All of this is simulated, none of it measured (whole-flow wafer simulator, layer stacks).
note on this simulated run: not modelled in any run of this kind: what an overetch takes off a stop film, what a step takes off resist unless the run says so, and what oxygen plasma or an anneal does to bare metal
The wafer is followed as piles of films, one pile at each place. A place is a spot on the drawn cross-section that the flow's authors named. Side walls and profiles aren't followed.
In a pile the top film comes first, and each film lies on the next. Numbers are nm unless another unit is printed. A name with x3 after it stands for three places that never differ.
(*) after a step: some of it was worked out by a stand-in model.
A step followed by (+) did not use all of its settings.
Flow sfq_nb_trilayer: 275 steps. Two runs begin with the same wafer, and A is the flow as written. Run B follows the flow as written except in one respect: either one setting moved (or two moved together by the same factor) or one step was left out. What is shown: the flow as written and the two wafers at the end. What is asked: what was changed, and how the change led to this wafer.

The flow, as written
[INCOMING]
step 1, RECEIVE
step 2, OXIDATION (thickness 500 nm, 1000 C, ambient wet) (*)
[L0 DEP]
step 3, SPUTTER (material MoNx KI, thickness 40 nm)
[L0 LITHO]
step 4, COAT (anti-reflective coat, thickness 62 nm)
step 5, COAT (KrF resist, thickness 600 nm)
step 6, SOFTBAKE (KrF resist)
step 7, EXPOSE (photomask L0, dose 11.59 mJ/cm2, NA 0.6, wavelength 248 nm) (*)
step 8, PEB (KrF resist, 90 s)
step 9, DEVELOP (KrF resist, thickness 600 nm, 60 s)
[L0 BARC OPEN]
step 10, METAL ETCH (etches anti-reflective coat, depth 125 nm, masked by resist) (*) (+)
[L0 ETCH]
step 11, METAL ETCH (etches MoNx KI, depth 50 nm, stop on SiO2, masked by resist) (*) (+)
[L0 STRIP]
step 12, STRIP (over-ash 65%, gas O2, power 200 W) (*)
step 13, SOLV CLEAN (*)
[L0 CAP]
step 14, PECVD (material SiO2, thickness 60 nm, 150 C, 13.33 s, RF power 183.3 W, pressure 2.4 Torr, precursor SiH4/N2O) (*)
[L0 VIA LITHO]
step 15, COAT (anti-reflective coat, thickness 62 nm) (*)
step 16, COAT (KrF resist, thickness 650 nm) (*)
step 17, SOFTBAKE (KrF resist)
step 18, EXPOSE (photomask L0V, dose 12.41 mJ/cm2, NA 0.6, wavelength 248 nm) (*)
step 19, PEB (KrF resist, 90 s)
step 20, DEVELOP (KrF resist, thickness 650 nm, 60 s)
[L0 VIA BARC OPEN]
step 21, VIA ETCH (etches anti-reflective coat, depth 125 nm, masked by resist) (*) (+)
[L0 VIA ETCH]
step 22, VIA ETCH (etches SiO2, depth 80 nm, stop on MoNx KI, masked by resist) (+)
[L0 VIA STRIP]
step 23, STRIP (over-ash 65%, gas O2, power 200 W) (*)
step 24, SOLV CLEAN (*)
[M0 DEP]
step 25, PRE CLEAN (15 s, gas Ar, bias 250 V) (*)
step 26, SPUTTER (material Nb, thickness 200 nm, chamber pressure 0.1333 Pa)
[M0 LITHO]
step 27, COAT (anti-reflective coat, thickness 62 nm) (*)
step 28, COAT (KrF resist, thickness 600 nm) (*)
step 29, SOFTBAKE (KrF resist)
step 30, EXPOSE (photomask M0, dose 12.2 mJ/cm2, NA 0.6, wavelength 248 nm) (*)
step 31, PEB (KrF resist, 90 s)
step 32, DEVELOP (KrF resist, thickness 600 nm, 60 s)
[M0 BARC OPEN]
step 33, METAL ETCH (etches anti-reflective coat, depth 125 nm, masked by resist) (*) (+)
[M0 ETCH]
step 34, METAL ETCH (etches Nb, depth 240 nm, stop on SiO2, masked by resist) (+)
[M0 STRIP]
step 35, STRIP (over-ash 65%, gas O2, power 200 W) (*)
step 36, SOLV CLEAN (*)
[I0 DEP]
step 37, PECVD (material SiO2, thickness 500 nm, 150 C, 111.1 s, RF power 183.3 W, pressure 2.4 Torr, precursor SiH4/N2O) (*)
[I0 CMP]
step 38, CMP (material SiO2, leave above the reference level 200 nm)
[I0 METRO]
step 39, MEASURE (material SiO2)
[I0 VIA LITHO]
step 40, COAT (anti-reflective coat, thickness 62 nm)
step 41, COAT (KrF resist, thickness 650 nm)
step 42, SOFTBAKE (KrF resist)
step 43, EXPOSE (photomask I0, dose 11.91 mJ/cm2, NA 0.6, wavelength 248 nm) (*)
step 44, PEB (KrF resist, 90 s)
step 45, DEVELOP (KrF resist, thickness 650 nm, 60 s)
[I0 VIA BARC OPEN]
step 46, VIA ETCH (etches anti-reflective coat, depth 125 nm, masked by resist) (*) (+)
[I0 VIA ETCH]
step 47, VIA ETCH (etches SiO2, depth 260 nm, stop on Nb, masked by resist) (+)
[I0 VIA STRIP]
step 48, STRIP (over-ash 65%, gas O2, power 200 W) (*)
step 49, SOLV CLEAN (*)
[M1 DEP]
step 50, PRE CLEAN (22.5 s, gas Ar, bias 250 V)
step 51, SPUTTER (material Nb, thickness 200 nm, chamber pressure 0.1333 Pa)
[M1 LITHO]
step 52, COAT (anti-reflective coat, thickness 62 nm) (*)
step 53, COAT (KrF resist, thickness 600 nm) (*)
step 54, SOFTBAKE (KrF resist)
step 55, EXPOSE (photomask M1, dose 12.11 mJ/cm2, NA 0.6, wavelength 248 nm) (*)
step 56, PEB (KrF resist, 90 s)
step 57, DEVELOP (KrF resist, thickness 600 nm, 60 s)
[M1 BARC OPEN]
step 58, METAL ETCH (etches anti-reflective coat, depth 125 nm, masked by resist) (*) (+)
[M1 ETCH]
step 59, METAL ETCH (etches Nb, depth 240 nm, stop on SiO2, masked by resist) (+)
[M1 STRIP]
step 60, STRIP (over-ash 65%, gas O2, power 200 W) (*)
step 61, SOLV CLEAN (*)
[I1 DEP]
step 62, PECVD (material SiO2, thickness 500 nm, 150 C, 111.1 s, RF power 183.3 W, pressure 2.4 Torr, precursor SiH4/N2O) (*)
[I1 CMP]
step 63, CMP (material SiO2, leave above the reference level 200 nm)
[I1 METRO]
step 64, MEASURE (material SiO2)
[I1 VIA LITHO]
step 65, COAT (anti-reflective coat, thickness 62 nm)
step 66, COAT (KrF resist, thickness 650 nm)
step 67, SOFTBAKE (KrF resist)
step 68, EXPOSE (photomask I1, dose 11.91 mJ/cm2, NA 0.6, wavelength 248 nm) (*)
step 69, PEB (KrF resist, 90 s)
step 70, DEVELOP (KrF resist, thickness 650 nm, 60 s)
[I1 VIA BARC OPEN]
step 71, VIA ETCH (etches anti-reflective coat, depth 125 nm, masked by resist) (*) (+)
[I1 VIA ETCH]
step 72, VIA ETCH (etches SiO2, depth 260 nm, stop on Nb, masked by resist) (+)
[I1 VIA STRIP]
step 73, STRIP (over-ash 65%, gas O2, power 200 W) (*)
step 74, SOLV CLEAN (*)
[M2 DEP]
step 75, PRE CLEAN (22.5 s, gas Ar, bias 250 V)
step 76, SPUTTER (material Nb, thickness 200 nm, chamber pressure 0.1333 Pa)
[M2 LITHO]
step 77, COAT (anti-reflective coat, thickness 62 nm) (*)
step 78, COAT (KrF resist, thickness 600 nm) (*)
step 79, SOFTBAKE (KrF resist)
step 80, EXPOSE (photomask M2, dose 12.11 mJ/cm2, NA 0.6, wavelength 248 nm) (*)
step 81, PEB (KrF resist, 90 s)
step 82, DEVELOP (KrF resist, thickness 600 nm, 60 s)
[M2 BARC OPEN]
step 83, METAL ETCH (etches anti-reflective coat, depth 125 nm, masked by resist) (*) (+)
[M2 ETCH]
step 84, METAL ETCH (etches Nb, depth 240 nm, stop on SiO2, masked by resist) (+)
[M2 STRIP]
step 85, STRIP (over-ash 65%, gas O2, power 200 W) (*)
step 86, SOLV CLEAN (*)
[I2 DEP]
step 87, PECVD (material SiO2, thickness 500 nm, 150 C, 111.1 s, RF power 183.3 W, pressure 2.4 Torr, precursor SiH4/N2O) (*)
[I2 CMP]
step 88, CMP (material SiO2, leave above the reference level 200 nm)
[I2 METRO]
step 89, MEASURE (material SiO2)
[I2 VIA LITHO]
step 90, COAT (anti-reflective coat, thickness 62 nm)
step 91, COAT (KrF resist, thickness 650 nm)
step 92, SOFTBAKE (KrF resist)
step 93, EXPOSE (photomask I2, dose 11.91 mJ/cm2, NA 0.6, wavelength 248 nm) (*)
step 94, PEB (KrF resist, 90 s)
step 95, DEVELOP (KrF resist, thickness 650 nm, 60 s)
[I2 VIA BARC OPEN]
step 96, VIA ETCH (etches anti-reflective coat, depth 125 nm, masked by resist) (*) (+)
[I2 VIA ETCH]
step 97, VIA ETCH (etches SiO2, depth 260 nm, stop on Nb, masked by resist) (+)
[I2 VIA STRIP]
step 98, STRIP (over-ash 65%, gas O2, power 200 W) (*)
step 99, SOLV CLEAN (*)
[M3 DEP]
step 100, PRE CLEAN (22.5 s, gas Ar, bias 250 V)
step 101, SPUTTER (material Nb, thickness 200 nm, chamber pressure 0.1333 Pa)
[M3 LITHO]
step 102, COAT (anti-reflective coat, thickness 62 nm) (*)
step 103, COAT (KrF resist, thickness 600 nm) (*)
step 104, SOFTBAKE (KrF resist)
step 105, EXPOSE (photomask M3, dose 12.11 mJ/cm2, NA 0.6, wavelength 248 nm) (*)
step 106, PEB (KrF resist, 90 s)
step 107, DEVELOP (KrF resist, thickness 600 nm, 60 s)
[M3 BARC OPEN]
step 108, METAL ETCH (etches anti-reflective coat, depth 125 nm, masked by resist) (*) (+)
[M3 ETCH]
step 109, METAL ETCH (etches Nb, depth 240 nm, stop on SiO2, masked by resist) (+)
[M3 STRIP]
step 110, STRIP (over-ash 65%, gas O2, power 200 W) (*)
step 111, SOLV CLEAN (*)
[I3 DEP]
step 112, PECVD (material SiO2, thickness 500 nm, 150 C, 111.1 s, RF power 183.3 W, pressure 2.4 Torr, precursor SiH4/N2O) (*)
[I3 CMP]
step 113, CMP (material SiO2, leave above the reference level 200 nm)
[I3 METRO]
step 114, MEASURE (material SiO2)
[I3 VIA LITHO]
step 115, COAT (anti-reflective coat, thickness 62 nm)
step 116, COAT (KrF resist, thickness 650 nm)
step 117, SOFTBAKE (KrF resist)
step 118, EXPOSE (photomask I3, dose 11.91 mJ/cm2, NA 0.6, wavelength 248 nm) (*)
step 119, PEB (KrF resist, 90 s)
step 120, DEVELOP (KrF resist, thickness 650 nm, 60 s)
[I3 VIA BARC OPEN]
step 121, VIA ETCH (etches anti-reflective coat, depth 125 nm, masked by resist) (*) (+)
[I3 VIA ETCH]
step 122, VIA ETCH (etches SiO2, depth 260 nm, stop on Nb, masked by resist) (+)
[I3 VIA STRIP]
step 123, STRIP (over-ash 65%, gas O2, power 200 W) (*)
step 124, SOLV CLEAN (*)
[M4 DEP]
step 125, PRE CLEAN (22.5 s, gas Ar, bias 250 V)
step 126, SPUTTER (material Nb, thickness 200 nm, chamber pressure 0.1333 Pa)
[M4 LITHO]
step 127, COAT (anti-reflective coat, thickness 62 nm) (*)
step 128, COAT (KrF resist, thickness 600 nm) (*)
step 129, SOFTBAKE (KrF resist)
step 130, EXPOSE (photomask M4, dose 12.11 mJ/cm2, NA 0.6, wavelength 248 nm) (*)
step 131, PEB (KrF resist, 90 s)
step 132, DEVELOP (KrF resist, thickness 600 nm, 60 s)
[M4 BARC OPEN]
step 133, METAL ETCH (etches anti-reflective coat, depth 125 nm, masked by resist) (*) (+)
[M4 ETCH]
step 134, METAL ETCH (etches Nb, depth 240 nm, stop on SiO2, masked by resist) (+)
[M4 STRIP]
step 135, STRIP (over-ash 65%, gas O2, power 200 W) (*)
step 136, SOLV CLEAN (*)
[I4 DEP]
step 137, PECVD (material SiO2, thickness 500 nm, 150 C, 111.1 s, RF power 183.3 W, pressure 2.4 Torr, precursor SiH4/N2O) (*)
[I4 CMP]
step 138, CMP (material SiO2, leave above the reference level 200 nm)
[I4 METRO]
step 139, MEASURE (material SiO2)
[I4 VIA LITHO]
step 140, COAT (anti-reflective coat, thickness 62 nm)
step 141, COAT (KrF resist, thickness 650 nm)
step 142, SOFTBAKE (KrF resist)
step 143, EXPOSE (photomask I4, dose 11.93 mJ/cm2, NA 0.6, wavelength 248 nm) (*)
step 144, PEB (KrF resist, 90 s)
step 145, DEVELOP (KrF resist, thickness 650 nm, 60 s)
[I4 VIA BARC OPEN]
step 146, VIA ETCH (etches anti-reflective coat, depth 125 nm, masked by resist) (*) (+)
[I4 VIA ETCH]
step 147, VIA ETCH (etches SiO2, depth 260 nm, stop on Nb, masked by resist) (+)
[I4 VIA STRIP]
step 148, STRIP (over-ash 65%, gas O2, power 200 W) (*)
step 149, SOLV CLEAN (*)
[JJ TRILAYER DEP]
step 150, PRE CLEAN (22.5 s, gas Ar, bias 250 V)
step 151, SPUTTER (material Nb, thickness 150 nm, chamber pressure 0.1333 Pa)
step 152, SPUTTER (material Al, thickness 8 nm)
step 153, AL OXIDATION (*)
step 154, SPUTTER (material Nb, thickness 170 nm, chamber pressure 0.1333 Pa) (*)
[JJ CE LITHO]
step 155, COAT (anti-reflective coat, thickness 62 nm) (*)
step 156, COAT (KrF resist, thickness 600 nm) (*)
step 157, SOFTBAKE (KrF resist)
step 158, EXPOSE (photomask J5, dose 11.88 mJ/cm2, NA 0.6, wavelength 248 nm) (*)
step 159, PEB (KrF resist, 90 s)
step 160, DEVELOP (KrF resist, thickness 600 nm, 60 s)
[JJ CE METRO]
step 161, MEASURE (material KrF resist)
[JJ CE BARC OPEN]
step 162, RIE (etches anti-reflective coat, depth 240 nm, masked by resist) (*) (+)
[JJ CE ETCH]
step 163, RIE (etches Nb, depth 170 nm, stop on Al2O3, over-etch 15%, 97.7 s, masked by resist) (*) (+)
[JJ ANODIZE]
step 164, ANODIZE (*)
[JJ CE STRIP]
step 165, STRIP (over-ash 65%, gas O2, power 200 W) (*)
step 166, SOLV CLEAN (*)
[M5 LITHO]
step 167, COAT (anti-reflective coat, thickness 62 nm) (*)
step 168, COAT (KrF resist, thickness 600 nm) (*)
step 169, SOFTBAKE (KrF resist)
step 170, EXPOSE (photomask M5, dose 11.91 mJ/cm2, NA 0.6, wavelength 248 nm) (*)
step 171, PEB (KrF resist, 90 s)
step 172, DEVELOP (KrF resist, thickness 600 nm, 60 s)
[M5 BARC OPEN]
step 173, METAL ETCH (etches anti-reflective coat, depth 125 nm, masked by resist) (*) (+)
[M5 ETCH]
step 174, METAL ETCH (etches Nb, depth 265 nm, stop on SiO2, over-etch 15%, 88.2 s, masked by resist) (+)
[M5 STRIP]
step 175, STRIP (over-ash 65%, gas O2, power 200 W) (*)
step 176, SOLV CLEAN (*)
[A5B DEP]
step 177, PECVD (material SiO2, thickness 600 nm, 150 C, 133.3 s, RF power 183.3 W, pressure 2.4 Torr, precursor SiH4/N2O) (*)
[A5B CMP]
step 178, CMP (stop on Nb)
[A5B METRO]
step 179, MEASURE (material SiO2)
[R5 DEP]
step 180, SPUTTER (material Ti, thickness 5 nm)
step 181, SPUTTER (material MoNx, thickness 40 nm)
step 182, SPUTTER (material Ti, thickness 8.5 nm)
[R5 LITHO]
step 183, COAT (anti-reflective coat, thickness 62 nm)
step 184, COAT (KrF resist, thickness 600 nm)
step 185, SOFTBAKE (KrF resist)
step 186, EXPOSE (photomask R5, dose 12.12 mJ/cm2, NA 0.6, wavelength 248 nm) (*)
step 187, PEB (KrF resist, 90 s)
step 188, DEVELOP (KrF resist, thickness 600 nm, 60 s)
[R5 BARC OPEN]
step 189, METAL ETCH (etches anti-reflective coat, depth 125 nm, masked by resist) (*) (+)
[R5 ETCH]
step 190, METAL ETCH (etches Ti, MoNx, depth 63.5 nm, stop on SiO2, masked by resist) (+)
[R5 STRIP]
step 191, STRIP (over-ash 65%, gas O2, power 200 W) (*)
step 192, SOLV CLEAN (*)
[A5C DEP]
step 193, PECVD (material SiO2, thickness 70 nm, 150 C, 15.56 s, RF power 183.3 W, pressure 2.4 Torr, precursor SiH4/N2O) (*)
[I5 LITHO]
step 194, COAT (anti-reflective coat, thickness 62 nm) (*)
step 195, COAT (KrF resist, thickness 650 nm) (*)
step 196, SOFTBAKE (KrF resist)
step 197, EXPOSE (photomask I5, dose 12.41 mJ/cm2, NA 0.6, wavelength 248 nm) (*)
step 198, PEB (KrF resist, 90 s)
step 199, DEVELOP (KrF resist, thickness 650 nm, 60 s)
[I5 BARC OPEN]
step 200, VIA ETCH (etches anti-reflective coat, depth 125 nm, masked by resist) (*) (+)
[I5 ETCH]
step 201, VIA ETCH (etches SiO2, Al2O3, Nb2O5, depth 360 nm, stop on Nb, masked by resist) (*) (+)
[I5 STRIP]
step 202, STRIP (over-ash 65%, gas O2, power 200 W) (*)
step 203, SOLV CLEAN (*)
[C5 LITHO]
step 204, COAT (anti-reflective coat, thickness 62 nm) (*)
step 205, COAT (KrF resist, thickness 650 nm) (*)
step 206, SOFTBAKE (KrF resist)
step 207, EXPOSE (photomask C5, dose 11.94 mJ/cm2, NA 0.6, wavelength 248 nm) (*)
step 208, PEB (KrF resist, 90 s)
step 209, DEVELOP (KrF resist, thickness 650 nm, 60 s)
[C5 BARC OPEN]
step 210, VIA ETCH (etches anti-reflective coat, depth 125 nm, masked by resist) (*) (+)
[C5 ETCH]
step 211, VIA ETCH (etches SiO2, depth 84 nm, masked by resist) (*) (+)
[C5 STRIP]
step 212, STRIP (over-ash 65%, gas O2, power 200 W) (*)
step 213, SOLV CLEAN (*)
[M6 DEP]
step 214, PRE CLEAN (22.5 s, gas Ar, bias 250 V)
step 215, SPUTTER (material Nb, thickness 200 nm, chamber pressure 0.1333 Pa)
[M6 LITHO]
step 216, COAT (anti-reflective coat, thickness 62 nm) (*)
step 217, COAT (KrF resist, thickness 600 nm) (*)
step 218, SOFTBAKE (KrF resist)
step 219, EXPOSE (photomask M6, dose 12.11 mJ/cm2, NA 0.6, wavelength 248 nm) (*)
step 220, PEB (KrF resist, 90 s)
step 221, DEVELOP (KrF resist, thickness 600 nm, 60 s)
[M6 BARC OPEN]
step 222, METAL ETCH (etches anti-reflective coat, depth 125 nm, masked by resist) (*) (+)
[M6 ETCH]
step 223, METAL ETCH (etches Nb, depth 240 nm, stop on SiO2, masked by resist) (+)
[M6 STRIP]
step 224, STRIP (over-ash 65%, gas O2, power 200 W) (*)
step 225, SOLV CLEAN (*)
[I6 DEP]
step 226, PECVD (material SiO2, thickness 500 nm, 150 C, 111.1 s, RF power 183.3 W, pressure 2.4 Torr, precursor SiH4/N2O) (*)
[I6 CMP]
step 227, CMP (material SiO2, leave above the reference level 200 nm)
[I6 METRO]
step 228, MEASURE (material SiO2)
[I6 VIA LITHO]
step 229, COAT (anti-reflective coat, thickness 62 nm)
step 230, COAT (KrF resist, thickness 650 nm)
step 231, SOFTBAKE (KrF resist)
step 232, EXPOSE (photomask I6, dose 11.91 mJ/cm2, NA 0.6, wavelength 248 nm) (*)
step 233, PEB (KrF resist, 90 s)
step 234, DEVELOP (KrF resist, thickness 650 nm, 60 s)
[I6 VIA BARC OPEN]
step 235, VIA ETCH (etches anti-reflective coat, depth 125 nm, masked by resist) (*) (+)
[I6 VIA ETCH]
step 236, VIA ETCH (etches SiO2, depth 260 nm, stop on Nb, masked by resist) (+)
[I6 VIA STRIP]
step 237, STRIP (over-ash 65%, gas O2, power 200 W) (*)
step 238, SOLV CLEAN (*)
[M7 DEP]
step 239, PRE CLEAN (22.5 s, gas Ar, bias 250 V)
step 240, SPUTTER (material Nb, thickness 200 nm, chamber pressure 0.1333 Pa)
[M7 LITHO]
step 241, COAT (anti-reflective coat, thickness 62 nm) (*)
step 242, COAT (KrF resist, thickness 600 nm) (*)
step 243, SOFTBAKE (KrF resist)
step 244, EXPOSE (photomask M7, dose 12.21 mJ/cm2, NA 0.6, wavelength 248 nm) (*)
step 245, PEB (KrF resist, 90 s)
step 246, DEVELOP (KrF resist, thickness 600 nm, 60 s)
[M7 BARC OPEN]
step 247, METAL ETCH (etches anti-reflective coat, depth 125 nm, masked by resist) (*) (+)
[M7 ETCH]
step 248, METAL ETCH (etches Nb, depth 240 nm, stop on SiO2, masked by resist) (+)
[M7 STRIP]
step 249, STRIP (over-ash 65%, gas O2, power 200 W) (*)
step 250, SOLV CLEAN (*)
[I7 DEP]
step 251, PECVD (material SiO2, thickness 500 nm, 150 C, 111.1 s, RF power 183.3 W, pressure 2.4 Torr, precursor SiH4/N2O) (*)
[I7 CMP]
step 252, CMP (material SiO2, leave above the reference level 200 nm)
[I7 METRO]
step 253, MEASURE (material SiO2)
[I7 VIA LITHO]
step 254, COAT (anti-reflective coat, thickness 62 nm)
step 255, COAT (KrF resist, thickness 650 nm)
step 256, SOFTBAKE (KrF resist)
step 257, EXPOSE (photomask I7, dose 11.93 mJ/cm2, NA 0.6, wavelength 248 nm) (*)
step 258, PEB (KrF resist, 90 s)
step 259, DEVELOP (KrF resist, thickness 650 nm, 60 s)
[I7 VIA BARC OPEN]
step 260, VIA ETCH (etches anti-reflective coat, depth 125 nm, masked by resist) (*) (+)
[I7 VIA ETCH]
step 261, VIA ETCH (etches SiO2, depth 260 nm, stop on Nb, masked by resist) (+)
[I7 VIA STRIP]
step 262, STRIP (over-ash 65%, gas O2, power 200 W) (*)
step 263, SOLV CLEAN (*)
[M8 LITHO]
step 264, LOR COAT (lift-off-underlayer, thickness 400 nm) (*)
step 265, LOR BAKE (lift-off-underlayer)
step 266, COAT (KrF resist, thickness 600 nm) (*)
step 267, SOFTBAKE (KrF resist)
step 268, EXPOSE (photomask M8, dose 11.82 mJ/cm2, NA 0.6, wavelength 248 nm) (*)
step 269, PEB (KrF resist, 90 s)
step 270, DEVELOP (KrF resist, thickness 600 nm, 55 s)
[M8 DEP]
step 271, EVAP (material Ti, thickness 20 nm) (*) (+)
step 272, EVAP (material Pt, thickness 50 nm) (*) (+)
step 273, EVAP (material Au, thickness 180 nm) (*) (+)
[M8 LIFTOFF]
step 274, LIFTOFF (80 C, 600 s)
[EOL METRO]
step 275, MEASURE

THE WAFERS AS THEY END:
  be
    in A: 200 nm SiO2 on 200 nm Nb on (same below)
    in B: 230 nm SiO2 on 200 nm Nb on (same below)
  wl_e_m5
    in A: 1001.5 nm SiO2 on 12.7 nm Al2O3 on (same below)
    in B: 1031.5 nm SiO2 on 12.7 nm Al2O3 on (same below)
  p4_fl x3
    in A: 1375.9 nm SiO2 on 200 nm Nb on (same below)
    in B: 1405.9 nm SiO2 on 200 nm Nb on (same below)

Cause: step 252, CMP: leave above the reference level 230 nm was run, whereas the flow has leave above the reference level 200 nm.
One can read it off the wafer: be has SiO2 230, and step 252 as written asks for 200 nm.

How this came from the change, step by step:
  step 252, CMP (material SiO2, leave above the reference level 200 nm)
      field_l, p4_fl x3, p4_w1 x3 and 52 more: A -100 SiO2 | B -70 SiO2
      v_sur, via_wl, via_w and 37 more: A -300 SiO2 | B -270 SiO2
      (and at 7 other places as well)
  step 261, VIA ETCH (etches SiO2, depth 260 nm, stop on Nb, masked by resist) (+)
      via_wl, via_w, via_wr: A -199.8 SiO2 (all of it) | B -229.8 SiO2 (all of it)
  step 264, LOR COAT (lift-off-underlayer, thickness 400 nm) (*)
      via_wl, via_wr: A +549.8 lift-off-underlayer (new film) | B +572.2 lift-off-underlayer (new film)
      via_w: A +536.4 lift-off-underlayer (new film) | B +556.9 lift-off-underlayer (new film)
  step 270, DEVELOP (KrF resist, thickness 600 nm, 55 s)
      via_wl: A -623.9 KrF resist (all of it), -549.8 lift-off-underlayer (all of it) | B -627.6 KrF resist (all of it), -572.2 lift-off-underlayer (all of it)
      via_w: A -635.4 KrF resist (all of it), -536.4 lift-off-underlayer (all of it) | B -640.9 KrF resist (all of it), -556.9 lift-off-underlayer (all of it)
      (and at 1 other place as well)
